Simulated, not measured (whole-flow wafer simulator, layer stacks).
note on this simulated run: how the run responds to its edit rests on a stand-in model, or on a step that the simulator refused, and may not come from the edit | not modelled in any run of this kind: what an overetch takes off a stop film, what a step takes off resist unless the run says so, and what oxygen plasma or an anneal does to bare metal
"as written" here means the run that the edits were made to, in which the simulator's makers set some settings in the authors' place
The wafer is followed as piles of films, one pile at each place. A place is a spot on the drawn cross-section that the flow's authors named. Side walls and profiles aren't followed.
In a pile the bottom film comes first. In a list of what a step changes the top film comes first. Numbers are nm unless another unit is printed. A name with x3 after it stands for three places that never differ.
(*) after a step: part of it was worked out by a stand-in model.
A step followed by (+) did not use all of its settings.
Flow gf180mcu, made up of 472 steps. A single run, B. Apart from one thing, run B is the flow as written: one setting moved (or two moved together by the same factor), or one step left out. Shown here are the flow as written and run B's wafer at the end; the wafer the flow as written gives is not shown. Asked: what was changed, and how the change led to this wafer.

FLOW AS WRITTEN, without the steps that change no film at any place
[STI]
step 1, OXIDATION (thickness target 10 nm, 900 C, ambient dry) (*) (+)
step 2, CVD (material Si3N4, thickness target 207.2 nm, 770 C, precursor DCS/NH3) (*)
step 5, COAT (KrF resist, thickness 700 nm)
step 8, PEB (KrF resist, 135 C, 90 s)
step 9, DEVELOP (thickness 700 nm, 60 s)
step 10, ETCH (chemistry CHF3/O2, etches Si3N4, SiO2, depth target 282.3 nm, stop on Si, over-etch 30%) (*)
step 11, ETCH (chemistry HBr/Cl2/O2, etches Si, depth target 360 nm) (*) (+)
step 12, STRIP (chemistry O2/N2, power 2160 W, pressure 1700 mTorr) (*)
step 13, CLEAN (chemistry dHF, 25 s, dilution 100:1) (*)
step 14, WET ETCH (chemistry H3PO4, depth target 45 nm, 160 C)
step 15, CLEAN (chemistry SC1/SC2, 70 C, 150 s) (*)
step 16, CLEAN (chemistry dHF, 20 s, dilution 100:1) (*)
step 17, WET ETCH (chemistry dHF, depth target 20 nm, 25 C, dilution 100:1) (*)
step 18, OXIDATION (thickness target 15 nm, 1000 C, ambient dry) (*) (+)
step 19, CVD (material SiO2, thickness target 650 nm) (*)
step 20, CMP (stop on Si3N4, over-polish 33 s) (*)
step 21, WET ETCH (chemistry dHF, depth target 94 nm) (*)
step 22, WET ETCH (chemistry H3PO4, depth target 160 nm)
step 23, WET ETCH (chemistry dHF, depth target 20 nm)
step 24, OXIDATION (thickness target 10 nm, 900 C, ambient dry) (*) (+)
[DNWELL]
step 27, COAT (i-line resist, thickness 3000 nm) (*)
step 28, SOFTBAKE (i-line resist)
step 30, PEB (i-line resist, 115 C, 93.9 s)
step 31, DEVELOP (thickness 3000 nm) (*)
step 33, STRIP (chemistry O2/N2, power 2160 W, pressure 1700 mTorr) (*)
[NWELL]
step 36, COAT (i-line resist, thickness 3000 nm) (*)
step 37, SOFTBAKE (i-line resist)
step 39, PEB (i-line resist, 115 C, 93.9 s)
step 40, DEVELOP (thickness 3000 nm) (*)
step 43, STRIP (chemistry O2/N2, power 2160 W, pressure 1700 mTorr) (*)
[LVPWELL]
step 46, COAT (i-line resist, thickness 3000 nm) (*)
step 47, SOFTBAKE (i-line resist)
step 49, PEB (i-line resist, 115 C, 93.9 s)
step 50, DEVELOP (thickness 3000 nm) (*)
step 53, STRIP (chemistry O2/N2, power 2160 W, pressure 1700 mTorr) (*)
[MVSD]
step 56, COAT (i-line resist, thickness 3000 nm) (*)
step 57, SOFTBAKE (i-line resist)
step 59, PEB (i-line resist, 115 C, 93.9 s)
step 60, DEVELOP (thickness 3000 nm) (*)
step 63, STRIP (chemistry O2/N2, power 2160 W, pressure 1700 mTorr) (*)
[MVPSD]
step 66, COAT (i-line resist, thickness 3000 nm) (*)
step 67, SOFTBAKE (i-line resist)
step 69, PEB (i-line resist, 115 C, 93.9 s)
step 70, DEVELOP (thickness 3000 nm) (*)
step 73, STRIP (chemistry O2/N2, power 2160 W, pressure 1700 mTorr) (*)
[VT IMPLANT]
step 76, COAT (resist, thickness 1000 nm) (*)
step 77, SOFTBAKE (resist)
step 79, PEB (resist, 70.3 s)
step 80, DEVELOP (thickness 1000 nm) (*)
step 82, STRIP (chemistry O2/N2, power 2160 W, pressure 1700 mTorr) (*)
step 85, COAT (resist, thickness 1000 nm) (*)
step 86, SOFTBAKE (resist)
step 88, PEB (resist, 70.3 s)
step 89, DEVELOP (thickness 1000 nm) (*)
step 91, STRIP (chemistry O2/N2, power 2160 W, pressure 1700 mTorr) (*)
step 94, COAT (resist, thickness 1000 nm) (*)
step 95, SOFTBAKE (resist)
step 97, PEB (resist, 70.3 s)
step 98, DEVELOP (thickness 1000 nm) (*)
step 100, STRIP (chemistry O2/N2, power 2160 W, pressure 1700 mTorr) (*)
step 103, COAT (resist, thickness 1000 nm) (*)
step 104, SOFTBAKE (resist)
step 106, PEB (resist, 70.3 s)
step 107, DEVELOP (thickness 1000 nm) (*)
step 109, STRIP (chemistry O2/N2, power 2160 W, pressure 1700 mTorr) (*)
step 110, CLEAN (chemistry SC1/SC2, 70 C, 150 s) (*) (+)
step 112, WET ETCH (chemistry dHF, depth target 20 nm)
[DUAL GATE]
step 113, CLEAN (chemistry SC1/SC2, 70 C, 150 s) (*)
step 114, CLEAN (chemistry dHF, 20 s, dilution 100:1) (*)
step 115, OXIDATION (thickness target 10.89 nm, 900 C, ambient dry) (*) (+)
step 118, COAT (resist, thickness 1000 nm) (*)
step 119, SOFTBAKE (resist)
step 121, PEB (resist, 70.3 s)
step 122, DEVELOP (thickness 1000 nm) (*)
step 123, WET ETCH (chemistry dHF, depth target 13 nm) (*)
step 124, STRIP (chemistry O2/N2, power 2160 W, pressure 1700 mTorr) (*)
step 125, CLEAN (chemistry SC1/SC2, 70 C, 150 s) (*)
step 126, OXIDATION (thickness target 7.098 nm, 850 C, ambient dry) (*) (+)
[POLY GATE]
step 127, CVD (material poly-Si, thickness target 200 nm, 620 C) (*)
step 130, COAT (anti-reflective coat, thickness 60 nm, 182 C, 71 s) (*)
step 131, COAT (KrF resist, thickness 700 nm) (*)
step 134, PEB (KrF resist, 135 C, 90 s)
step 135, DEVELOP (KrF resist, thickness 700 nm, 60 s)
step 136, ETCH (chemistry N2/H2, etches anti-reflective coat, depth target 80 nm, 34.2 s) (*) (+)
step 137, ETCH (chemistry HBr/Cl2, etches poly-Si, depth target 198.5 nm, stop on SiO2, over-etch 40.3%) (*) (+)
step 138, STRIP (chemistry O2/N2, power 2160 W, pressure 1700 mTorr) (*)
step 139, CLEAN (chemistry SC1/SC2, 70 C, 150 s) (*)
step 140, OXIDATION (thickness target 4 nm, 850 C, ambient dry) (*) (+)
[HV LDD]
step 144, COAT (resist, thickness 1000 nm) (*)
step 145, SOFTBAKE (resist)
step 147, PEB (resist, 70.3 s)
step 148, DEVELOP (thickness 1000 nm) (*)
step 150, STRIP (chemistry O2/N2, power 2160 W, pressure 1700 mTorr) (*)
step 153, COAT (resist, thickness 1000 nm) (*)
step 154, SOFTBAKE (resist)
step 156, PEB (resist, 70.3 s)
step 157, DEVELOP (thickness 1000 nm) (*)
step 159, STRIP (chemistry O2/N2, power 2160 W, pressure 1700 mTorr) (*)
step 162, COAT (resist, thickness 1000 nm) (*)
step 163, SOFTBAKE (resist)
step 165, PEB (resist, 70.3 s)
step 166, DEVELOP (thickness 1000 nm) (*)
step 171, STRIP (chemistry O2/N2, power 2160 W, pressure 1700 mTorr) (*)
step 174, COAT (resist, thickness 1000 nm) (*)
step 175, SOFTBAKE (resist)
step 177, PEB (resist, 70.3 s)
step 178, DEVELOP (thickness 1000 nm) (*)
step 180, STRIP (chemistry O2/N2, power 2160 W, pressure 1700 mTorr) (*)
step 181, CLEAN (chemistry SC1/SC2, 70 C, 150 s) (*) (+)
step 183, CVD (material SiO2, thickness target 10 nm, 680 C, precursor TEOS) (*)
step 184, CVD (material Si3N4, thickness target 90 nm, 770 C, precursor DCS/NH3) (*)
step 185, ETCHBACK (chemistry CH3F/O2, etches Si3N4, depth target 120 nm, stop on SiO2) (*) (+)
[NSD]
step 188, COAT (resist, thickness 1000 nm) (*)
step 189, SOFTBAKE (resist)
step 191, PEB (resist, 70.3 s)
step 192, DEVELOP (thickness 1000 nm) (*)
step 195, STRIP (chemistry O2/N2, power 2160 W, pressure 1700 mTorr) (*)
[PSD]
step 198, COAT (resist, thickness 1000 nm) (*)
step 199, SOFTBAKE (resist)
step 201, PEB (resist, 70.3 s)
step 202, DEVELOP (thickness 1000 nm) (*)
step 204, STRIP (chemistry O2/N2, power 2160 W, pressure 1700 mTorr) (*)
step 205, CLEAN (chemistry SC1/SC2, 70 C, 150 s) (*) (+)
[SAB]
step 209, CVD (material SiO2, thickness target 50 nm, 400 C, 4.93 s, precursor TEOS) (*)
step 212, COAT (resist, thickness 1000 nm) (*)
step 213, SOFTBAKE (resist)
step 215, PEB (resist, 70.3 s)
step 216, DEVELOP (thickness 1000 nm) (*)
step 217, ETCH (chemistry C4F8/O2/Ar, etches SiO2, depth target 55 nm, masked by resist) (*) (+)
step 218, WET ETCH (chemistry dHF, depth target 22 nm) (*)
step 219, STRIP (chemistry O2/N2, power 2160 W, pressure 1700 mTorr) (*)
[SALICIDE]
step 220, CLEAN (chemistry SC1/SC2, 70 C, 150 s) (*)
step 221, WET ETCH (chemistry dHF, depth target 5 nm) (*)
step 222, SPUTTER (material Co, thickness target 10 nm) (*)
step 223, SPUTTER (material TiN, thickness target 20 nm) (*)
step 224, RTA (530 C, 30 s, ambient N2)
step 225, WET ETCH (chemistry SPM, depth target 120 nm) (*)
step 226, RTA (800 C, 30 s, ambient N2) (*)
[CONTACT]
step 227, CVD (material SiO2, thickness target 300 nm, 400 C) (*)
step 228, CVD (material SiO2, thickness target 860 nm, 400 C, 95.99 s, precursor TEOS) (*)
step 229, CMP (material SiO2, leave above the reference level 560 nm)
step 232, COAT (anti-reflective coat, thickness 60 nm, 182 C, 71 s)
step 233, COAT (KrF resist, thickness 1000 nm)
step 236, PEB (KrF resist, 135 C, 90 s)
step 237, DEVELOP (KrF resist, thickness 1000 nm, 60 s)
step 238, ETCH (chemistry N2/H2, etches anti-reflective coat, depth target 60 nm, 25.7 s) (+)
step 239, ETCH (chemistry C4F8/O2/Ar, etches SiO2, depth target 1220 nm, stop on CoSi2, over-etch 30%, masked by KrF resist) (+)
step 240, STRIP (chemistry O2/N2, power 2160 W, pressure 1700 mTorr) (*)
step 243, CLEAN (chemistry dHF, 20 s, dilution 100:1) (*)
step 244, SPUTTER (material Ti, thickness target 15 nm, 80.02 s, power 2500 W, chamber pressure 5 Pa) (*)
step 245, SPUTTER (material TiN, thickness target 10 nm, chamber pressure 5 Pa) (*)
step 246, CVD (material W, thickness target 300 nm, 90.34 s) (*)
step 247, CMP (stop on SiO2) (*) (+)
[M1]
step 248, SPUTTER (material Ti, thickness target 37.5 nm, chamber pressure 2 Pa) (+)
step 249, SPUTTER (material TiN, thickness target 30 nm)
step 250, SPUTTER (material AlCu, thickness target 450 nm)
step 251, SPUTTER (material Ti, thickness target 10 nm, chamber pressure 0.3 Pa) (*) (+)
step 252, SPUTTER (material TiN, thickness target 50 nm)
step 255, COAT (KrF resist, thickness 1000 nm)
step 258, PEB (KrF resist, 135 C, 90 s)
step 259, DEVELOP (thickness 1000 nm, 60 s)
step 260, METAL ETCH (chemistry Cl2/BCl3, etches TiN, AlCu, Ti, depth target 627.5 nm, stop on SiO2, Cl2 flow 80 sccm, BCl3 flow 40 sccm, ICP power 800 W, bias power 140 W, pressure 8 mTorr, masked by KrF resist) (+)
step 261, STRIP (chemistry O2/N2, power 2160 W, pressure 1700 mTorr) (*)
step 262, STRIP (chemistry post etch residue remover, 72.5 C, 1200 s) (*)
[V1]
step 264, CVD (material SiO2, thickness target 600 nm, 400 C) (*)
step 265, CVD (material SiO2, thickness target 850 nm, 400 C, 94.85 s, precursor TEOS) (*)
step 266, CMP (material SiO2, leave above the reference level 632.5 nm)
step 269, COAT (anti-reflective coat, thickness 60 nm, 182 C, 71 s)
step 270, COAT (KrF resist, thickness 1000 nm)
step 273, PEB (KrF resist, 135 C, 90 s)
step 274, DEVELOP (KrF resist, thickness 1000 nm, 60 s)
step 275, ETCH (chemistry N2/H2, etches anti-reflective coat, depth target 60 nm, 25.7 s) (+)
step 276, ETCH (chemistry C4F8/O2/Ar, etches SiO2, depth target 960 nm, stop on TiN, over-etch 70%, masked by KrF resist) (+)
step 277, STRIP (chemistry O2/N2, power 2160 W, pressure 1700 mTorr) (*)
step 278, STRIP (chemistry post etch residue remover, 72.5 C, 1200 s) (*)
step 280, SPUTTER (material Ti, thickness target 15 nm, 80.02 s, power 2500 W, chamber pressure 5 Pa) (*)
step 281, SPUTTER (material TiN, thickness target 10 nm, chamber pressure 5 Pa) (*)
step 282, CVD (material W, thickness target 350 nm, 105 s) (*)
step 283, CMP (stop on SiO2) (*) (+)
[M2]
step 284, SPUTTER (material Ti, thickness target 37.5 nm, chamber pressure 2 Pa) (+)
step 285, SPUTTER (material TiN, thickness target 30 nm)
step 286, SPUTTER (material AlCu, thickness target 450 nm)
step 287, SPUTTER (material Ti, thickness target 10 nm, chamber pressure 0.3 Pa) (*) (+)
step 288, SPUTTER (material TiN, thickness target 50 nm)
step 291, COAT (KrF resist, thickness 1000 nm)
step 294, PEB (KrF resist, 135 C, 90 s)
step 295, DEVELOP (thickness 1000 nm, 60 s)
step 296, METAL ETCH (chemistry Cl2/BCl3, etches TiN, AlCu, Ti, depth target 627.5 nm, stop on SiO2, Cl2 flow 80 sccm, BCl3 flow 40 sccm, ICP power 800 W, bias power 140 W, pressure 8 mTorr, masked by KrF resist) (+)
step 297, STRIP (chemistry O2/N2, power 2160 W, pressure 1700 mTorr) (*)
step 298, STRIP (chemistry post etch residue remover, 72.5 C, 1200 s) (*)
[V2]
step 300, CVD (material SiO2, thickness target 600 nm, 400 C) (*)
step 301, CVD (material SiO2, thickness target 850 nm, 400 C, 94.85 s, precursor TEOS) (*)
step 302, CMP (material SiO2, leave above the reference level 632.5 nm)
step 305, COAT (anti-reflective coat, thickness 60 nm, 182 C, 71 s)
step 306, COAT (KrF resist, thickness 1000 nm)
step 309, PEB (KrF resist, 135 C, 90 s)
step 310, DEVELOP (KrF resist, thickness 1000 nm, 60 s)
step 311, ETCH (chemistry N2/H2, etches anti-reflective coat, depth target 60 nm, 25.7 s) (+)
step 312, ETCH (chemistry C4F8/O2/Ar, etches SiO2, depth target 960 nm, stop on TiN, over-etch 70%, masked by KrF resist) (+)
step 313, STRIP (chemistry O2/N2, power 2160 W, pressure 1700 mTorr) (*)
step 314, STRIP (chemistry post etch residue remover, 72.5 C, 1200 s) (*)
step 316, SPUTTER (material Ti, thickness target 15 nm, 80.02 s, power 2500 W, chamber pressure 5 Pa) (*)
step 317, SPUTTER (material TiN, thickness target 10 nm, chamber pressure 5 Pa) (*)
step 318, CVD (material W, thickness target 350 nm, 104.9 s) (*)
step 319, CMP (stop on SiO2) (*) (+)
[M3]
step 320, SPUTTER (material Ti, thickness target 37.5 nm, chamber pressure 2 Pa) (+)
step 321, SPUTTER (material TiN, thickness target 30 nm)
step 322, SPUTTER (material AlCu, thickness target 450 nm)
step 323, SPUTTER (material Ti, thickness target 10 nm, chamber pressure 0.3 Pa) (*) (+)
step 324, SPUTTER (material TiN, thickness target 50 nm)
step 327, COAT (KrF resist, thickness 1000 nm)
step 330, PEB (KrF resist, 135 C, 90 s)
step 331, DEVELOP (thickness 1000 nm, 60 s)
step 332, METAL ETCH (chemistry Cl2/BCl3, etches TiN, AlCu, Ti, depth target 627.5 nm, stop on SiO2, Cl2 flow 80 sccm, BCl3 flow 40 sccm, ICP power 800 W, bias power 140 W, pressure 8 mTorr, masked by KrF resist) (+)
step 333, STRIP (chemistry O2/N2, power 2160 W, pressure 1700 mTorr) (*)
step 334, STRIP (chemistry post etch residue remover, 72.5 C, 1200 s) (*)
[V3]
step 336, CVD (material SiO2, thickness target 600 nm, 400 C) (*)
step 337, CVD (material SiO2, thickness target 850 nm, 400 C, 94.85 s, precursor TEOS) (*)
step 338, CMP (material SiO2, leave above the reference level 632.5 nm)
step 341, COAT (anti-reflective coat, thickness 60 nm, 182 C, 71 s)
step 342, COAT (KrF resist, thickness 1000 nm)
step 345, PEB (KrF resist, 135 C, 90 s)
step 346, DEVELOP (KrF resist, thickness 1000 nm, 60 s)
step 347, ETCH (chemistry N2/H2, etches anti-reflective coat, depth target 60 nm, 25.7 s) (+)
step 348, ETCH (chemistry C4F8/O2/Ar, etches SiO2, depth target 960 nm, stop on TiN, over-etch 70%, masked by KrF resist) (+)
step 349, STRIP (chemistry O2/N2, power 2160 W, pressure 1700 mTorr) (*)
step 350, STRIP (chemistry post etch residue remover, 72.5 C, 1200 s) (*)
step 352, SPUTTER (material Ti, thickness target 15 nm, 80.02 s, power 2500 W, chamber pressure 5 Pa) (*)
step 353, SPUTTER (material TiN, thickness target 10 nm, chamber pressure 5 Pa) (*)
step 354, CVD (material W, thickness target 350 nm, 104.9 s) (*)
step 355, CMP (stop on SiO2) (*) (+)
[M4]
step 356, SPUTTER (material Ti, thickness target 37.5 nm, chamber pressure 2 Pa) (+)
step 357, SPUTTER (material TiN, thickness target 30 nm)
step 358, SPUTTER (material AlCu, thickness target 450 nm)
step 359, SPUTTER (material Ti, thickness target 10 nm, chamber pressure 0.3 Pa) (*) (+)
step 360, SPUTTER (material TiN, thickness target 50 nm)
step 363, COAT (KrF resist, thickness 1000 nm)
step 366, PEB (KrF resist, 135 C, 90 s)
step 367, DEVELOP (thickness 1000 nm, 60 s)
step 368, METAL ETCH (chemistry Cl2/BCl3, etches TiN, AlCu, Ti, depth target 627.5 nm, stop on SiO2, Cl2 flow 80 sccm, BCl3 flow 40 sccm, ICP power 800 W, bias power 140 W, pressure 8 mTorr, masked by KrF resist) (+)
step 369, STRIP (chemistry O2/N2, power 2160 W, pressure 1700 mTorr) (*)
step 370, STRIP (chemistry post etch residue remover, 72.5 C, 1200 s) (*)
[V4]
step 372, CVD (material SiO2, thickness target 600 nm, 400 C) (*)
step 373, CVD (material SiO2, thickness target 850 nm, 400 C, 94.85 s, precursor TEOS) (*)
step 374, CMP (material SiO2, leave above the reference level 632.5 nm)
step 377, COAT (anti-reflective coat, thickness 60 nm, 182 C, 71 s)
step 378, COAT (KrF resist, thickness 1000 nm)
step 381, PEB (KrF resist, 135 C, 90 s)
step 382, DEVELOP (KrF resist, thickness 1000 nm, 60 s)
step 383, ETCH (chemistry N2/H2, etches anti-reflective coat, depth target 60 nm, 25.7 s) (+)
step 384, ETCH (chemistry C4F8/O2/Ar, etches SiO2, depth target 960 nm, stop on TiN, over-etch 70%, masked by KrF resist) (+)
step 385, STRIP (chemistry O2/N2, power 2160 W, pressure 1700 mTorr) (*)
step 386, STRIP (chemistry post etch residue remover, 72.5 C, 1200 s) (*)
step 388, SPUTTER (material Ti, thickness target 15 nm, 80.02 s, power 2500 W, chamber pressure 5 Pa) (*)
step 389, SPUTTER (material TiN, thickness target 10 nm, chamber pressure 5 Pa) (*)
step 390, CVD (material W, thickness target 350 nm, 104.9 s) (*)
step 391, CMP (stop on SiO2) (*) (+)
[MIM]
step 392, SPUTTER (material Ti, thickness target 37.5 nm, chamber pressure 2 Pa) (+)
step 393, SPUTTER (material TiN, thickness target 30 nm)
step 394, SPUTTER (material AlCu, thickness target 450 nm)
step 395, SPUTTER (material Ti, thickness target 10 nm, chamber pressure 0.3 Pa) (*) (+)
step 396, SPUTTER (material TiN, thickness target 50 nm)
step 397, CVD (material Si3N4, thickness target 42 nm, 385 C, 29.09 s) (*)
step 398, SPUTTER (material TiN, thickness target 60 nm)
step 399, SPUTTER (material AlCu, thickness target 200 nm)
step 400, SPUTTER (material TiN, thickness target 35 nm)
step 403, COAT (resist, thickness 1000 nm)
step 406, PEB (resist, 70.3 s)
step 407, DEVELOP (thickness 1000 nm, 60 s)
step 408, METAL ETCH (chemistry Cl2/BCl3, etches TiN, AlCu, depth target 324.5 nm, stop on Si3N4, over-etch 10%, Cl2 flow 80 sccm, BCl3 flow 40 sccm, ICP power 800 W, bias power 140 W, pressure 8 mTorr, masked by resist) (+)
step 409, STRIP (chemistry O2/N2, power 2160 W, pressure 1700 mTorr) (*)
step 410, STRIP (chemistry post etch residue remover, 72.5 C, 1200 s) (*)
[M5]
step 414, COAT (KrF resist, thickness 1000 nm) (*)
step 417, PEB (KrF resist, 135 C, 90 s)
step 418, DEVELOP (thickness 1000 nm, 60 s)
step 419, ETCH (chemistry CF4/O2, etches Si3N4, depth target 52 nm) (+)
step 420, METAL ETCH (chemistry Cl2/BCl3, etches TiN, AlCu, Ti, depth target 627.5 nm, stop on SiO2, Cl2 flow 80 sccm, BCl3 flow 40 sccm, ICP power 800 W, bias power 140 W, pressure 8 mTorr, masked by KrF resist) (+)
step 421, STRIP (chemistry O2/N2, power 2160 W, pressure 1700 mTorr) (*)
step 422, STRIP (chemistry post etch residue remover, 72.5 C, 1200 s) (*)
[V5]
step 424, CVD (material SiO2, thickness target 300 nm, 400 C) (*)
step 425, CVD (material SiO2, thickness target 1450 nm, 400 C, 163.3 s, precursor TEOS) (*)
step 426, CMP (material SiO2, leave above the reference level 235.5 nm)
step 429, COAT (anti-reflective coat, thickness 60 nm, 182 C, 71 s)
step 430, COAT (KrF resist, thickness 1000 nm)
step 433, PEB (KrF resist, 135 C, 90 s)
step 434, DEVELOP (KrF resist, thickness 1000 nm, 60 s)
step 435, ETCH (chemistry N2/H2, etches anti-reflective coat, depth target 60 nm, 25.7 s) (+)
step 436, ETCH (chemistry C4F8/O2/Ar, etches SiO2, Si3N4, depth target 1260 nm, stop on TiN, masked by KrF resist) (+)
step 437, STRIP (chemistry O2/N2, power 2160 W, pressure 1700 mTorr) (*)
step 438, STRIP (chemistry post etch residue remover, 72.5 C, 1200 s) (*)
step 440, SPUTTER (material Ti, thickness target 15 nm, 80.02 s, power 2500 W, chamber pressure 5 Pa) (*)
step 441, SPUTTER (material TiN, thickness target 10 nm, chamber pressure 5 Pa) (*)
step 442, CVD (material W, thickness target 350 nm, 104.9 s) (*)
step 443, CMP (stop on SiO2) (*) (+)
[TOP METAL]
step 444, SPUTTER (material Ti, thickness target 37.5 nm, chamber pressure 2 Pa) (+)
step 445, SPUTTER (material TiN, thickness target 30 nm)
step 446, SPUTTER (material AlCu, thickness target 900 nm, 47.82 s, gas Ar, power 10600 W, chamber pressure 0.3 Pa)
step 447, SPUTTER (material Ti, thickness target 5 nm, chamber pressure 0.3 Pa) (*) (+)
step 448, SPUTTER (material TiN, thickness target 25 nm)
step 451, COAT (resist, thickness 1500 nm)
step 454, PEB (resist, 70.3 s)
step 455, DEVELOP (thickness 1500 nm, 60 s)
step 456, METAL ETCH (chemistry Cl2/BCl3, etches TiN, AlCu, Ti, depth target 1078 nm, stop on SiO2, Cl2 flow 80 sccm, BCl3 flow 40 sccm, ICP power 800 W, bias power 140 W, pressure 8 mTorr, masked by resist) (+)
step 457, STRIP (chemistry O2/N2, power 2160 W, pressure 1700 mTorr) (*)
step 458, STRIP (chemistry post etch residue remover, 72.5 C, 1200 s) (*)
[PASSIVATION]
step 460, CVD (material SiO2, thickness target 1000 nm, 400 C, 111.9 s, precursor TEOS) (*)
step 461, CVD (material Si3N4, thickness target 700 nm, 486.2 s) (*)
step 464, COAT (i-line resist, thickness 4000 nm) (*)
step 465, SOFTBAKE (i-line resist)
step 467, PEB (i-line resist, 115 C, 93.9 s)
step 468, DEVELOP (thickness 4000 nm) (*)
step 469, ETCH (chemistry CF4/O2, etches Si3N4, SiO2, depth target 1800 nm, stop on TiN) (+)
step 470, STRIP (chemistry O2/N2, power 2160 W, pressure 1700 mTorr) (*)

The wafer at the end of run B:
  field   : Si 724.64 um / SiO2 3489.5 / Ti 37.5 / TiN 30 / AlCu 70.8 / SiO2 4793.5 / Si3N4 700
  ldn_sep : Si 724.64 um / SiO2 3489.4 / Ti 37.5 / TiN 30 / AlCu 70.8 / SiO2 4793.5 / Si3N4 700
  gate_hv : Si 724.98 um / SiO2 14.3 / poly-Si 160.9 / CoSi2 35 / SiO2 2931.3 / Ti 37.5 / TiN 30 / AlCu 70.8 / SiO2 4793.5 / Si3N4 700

What caused this: step 322, SPUTTER: thickness target 644 nm was run, though the flow has thickness target 450 nm.

The path from the change to this, step by step:
  step 322, SPUTTER (material AlCu, thickness target 450 nm)
      field, field__w1, field__w2 and 108 more: AlCu gains 644 (new film) (it would be, as written: AlCu gains 450 (new film))
  step 332, METAL ETCH (chemistry Cl2/BCl3, etches TiN, AlCu, Ti, depth target 627.5 nm, stop on SiO2, Cl2 flow 80 sccm, BCl3 flow 40 sccm, ICP power 800 W, bias power 140 W, pressure 8 mTorr, masked by KrF resist) (+)
      field, field__w1, field__w2 and 103 more: TiN loses 50 (all of it), Ti loses 10 (all of it), AlCu loses 567.5 (it would be, as written: TiN loses 50 (all of it), Ti loses 10 (all of it), AlCu loses 450 (all of it), TiN loses 30 (all of it), Ti loses 37.5 (all of it))
  step 334, STRIP (chemistry post etch residue remover, 72.5 C, 1200 s) (*)
      field, field__w1, field__w2 and 103 more: AlCu loses 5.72 (it would be, as written: nothing)
  step 336, CVD (material SiO2, thickness target 600 nm, 400 C) (*)
      field, field__w1, field__w2 and 103 more: SiO2 gains 600 (new film) (it would be, as written: SiO2 gains 600)
  step 338, CMP (material SiO2, leave above the reference level 632.5 nm)
      field, field__w1, field__w2 and 103 more: SiO2 loses 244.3 (it would be, as written: SiO2 loses 300)
If metal films that touch count as one body, field has 1 body; the flow as written gives 0 bodies.
If metal films that touch count as one body, ldn_sep has 1 body; the flow as written gives 0 bodies.
If metal films that touch count as one body, gate_hv has 2 bodies (between them, from the top down: SiO2 2931.3); the flow as written gives 1 body.
